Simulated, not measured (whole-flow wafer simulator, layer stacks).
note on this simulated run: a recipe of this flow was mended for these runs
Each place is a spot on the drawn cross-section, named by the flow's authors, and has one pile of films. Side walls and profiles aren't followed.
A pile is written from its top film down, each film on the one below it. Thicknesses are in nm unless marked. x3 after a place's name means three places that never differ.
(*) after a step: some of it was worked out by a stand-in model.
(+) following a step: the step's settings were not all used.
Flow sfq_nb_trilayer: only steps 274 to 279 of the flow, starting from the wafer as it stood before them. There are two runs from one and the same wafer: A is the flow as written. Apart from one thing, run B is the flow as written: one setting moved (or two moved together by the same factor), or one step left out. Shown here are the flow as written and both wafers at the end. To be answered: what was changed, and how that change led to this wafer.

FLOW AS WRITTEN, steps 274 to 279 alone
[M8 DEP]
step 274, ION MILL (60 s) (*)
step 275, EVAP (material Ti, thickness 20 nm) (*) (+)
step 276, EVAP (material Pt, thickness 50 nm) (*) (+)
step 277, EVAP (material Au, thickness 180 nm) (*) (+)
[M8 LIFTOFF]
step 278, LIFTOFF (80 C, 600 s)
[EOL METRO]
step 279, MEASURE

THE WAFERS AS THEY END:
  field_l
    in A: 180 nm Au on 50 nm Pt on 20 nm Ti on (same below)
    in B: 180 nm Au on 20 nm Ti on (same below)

The reason: step 276, EVAP: material Pt, thickness 50 nm (*) (+), was not run.

Step by step, how the change led to this:
  step 278, LIFTOFF (80 C, 600 s)
      p4_fl x5, p4_w1 x9, p3_s0 x11 and 49 more: A -180 Au (all of it), -50 Pt (all of it), -20 Ti (all of it), -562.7 KrF-resist-other-grade (all of it), -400 lift-off-underlayer (all of it) | B -180 Au (all of it), -20 Ti (all of it), -562.7 KrF-resist-other-grade (all of it), -400 lift-off-underlayer (all of it)
      r_sur, res, r_end: A -180 Au (all of it), -50 Pt (all of it), -20 Ti (all of it), -559.9 KrF-resist-other-grade (all of it), -399.5 lift-off-underlayer (all of it) | B -180 Au (all of it), -20 Ti (all of it), -559.9 KrF-resist-other-grade (all of it), -399.5 lift-off-underlayer (all of it)
      (and at 18 other places as well)
